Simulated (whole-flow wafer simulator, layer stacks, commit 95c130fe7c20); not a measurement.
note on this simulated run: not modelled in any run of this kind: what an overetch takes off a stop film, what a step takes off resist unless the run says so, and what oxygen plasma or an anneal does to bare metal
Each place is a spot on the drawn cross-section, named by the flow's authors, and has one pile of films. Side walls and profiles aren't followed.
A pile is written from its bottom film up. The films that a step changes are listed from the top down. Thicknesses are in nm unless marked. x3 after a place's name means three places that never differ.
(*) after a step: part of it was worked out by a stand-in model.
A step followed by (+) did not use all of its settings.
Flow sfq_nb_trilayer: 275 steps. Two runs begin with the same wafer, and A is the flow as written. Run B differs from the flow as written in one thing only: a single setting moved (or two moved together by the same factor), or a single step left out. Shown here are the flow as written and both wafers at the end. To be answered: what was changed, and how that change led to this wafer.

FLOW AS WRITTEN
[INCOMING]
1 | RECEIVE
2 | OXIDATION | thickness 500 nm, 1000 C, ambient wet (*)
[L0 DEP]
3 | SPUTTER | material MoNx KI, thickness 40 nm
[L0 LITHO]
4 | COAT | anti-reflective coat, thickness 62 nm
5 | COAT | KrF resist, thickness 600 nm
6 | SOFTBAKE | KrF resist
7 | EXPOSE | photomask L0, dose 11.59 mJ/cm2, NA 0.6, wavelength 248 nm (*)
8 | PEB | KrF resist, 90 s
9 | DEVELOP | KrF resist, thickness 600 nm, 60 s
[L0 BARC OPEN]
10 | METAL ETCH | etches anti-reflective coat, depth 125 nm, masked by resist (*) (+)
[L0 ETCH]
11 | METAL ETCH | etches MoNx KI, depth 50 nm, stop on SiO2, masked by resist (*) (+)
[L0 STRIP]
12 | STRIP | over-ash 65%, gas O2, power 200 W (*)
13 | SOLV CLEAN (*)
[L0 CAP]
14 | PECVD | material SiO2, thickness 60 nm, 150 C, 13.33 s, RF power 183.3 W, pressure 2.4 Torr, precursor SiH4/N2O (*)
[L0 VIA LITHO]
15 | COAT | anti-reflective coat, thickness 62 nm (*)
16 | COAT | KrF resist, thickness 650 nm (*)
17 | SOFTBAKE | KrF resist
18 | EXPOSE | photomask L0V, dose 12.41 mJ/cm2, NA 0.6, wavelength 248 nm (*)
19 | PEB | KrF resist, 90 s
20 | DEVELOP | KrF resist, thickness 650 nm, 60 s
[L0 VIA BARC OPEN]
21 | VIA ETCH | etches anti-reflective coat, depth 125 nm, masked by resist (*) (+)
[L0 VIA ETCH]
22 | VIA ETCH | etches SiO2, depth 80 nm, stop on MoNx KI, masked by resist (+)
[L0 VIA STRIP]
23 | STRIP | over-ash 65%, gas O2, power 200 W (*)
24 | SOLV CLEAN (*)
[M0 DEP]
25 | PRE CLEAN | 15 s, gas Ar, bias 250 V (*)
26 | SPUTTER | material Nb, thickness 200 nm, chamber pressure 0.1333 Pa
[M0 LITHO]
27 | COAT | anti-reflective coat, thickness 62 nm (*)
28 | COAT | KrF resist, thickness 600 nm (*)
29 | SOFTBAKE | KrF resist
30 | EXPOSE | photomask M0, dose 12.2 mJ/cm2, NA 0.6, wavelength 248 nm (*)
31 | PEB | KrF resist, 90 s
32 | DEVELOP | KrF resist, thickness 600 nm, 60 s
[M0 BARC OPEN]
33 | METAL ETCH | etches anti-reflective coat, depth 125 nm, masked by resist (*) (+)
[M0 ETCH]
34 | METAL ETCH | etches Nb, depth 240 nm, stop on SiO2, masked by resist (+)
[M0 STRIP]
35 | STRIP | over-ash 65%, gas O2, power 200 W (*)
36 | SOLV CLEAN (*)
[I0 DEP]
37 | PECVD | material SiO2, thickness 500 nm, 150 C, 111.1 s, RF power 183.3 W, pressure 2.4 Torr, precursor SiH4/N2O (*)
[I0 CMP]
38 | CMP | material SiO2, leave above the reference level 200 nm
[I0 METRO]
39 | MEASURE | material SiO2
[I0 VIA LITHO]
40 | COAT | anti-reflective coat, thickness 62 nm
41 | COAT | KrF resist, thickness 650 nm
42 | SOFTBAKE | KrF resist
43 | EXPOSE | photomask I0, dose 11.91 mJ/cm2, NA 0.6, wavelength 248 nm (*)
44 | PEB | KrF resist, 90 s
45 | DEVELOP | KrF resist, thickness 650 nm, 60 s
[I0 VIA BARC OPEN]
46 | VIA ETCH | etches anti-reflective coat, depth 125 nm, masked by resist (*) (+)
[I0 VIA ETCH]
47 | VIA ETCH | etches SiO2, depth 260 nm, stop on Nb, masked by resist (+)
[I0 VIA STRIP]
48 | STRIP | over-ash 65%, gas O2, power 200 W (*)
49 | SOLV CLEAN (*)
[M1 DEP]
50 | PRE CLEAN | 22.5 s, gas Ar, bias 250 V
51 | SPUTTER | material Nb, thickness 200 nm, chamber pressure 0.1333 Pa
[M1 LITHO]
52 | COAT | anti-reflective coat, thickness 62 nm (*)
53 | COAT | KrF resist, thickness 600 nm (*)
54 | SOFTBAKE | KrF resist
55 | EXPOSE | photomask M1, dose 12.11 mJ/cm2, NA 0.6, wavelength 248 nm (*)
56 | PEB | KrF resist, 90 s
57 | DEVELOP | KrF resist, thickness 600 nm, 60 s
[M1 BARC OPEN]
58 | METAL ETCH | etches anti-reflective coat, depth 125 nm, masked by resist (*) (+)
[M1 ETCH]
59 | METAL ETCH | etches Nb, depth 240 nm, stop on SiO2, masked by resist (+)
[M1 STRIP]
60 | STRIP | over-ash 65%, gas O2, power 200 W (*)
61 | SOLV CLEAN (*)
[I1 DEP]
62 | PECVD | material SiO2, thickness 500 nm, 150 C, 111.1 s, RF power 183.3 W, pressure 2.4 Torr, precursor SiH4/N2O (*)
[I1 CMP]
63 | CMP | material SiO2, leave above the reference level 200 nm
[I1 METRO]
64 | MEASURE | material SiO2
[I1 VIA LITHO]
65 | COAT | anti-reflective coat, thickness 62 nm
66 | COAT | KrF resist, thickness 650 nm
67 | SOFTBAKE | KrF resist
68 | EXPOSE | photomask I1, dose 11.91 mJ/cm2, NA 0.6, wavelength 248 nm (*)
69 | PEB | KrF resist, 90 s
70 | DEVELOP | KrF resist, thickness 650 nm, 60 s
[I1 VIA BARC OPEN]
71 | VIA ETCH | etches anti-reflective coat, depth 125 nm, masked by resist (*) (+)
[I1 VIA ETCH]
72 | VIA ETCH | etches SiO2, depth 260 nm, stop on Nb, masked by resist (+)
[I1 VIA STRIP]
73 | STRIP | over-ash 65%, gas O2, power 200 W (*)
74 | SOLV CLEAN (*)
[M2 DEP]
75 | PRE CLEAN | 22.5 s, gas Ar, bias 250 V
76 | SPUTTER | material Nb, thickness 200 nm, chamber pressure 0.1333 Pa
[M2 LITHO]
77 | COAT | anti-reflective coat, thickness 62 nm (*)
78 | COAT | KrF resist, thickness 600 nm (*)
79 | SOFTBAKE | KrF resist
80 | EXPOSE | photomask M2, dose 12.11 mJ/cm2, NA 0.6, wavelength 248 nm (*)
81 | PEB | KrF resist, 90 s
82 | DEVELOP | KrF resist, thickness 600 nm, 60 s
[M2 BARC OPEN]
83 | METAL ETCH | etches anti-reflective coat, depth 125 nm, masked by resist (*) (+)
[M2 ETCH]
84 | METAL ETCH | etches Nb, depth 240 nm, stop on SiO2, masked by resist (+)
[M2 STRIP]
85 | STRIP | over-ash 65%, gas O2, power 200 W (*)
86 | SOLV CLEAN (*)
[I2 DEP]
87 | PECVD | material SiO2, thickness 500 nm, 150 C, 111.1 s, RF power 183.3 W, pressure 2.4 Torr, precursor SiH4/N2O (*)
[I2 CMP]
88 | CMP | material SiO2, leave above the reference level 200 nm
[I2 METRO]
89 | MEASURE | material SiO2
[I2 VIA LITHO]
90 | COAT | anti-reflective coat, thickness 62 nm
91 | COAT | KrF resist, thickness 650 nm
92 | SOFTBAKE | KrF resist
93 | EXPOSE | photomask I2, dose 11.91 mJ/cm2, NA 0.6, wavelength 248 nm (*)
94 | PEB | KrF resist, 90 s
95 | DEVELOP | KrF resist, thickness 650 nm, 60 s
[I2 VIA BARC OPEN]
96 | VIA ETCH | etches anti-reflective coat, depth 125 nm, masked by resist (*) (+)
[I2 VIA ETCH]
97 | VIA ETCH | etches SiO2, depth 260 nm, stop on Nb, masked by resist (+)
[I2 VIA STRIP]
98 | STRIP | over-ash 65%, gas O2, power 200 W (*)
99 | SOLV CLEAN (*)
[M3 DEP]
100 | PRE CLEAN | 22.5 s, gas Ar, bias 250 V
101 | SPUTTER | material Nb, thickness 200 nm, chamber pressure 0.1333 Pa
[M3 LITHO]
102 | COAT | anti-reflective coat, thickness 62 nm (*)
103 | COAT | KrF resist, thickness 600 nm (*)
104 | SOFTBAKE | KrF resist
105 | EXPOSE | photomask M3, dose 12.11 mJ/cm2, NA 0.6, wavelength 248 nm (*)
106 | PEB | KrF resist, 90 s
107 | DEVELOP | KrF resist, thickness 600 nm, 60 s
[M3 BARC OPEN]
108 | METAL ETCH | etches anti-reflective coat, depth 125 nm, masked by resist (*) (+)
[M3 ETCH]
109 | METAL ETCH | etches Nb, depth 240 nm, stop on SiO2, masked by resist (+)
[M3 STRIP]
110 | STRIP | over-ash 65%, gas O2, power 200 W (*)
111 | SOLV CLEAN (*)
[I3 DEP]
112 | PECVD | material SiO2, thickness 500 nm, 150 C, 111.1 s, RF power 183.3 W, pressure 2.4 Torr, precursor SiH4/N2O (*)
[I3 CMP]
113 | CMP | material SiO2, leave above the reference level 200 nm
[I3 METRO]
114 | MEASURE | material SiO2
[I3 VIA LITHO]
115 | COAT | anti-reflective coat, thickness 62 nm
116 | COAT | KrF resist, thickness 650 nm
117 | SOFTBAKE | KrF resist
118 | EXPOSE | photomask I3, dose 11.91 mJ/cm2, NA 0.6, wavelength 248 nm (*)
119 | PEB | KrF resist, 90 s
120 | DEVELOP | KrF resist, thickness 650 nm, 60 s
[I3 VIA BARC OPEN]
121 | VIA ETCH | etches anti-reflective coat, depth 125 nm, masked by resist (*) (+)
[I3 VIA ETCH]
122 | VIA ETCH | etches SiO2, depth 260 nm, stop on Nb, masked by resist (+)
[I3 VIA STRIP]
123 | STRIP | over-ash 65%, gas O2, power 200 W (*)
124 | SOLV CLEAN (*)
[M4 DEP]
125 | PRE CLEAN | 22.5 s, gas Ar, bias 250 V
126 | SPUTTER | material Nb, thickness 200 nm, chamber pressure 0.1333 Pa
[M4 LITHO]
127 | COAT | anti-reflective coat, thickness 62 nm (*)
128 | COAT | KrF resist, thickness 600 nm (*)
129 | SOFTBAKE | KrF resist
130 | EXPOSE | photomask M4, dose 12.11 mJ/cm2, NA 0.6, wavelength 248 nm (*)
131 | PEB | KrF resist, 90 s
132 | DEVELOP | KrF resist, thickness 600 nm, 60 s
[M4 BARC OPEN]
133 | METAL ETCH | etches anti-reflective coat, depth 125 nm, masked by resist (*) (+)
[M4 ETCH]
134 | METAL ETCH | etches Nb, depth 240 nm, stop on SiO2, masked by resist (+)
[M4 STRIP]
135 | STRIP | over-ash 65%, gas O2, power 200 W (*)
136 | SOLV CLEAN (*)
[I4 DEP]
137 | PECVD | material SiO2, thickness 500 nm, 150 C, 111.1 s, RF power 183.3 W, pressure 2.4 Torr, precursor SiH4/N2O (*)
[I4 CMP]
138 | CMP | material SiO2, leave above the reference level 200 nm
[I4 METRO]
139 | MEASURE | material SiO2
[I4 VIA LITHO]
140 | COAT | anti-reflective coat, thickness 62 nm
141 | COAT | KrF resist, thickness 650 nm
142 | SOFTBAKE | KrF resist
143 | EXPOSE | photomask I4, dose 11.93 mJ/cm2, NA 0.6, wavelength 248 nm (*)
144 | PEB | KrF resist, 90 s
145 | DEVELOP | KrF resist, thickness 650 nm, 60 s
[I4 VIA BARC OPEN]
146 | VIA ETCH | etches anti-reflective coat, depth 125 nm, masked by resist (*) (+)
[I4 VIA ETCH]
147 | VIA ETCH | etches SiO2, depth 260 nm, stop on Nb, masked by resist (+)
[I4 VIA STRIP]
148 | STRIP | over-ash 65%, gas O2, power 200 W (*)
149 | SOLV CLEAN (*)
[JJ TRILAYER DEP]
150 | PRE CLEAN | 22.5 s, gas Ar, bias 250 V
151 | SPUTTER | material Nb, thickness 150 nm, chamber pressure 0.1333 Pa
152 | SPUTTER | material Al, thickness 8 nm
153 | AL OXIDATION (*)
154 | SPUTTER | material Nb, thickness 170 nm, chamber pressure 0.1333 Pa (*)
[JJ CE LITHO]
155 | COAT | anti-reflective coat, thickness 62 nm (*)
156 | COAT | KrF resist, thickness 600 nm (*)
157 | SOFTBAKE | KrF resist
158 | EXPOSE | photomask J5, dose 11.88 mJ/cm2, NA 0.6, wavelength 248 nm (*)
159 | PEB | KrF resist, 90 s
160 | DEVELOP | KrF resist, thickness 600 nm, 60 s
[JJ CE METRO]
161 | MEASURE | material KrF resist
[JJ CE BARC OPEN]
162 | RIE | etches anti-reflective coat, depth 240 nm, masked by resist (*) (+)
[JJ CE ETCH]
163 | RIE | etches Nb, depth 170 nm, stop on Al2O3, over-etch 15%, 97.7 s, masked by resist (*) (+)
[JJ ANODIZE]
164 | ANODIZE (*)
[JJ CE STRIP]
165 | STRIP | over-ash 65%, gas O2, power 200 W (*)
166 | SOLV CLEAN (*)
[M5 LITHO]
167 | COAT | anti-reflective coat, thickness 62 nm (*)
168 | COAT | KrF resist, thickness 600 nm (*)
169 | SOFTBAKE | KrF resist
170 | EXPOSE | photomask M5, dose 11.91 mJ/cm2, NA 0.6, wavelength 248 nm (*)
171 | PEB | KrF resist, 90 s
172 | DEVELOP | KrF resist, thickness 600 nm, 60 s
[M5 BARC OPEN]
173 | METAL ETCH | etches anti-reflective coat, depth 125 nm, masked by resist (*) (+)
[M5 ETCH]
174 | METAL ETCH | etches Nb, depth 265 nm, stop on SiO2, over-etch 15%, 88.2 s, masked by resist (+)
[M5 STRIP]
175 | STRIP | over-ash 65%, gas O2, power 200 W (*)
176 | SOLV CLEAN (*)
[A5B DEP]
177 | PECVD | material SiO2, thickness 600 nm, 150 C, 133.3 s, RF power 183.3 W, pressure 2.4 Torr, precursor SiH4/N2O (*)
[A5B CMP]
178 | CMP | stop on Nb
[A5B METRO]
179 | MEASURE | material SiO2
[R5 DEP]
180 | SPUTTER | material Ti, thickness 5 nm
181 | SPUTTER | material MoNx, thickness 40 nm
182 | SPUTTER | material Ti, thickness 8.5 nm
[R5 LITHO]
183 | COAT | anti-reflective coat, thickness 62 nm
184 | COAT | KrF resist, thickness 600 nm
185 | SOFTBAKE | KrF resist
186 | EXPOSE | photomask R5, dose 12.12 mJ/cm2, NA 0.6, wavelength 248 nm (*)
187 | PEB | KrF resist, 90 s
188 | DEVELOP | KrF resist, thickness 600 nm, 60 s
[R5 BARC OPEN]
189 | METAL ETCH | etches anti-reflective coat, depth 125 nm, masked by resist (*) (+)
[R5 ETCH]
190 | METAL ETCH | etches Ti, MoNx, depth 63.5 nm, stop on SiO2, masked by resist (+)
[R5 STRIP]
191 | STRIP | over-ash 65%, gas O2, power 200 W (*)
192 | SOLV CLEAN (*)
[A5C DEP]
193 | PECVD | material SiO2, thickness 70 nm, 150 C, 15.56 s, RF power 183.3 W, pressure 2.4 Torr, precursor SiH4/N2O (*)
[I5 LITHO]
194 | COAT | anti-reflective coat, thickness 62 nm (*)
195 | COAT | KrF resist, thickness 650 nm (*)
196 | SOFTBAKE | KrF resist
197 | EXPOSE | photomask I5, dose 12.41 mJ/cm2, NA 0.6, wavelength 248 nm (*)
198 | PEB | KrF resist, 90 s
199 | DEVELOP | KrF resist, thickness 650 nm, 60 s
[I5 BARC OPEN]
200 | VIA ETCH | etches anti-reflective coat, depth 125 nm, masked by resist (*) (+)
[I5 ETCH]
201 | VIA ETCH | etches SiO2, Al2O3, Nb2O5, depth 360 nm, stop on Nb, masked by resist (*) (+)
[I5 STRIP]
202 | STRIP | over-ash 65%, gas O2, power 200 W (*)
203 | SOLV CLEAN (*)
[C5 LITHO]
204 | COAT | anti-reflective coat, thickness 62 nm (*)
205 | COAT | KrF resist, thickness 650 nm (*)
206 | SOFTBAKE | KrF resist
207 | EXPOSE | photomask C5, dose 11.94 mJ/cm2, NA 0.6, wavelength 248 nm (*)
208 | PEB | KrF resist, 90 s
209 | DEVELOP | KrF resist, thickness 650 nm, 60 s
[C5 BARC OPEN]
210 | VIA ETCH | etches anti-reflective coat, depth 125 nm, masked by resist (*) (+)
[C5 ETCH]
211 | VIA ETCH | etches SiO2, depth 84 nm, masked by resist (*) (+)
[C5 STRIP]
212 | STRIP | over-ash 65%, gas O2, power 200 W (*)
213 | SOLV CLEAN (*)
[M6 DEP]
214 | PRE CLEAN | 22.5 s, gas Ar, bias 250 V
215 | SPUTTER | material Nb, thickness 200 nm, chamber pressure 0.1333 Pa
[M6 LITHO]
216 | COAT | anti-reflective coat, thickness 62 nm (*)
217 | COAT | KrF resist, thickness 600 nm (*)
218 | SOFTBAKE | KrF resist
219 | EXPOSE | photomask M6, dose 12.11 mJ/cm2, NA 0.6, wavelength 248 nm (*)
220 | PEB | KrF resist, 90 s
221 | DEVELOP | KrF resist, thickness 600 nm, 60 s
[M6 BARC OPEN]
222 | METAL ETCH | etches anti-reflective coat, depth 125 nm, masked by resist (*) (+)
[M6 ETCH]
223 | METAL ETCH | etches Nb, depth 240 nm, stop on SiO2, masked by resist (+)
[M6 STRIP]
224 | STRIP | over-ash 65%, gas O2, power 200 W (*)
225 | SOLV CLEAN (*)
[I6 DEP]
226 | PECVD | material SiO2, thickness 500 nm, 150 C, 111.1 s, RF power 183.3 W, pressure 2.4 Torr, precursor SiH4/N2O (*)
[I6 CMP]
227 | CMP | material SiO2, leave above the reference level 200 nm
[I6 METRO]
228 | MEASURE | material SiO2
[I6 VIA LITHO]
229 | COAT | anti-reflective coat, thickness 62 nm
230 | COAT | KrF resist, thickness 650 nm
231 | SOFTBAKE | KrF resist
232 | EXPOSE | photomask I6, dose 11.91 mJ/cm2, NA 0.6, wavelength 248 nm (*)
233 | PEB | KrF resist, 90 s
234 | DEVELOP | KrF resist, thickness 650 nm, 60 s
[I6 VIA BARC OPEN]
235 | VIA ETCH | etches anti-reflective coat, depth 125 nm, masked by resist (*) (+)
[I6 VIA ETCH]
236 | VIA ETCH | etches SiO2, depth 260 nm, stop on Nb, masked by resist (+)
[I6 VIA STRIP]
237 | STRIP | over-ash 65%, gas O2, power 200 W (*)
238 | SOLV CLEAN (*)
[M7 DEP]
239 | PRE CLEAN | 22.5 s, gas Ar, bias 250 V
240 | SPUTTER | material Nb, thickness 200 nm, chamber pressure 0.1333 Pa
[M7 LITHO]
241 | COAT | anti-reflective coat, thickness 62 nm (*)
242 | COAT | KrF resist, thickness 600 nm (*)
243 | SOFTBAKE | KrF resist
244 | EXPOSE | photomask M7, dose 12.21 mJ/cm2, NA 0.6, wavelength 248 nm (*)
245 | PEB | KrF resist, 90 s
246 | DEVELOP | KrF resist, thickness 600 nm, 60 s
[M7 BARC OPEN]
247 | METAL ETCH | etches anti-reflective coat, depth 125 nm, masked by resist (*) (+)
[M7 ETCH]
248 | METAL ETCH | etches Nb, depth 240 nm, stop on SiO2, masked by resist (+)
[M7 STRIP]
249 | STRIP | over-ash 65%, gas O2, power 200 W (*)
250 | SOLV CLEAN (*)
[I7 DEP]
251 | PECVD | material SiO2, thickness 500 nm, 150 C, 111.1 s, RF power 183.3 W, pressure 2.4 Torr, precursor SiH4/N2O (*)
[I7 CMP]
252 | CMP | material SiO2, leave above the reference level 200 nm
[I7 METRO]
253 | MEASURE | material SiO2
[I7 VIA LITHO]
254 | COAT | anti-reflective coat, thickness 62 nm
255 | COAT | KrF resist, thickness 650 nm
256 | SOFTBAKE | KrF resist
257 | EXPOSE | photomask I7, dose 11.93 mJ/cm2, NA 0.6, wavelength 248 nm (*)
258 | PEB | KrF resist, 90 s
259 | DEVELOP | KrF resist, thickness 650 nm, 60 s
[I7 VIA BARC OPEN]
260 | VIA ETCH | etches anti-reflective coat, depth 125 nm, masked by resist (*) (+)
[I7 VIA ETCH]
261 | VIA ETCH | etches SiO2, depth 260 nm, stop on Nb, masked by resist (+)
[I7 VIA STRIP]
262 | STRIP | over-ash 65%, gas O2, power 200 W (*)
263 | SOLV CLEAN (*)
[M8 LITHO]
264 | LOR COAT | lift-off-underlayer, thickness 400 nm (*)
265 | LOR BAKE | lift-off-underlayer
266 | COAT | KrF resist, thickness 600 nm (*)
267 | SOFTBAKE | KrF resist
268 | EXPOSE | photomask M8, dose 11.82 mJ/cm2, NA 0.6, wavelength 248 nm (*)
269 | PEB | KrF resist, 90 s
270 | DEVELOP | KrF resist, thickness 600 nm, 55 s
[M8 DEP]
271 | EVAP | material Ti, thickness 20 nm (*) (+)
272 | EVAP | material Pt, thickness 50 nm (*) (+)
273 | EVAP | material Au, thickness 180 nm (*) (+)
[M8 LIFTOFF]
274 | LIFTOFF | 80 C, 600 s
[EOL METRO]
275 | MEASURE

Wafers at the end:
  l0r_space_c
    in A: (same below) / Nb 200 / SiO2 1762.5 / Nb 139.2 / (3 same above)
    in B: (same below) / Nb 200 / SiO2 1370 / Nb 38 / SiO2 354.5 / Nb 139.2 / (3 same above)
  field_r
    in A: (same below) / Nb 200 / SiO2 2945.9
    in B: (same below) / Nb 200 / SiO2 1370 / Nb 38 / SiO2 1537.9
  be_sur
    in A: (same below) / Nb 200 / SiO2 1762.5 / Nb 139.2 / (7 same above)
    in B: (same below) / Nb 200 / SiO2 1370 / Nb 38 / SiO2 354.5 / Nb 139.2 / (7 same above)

The reason: step 134, METAL ETCH: depth 162 nm was run, whereas the flow has depth 240 nm.

How this came from the change, step by step:
  134 | METAL ETCH | etches Nb, depth 240 nm, stop on SiO2, masked by resist (+)
      field_l, be, be_sur and 64 more: A -200 Nb (all of it) | B -162 Nb
      v_sur, via_wl, via_w and 36 more: A -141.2 KrF resist | B -95.3 KrF resist
  135 | STRIP | over-ash 65%, gas O2, power 200 W (*)
      p4_fl, p4_fm, p4_w1 and 26 more: A -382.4 KrF resist (all of it), -62 anti-reflective coat (all of it) | B -428.3 KrF resist (all of it), -62 anti-reflective coat (all of it)
      ln_m5, lsp_m, ln_m6: A -381.9 KrF resist (all of it), -61.8 anti-reflective coat (all of it) | B -427.8 KrF resist (all of it), -61.8 anti-reflective coat (all of it)
      (as well as at 7 more places)
  137 | PECVD | material SiO2, thickness 500 nm, 150 C, 111.1 s, RF power 183.3 W, pressure 2.4 Torr, precursor SiH4/N2O (*)
      field_l, be, be_sur and 55 more: A +500 SiO2 | B +500 SiO2 (new film)
      p3_s0, p3_s1, p3_s2, p3_s3, p3_s4, p3_s5: A +557.1 SiO2 | B +519.1 SiO2 (new film)
      (as well as at 3 more places)
  138 | CMP | material SiO2, leave above the reference level 200 nm
      field_l, be, be_sur and 55 more: A -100 SiO2 | B -138 SiO2
      lsp_r, l0_sur, l0v: A -91.9 SiO2 | B -131.4 SiO2
With metal films that touch counted as one body, l0r_space_c has 3 bodies (between them, from the top down: SiO2 354.5; SiO2 1370); the flow as written gives 2 bodies (between them, from the top down: SiO2 1762.5).
With metal films that touch counted as one body, field_r has 2 bodies (between them, from the top down: SiO2 1370); the flow as written gives 1 body.
With metal films that touch counted as one body, be_sur has 5 bodies (between them, from the top down: SiO2 192.5; SiO2 209 / Al2O3 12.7 / Nb2O5 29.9; SiO2 354.5; SiO2 1370); the flow as written gives 4 bodies (between them, from the top down: SiO2 192.5; SiO2 209 / Al2O3 12.7 / Nb2O5 29.9; SiO2 1762.5).
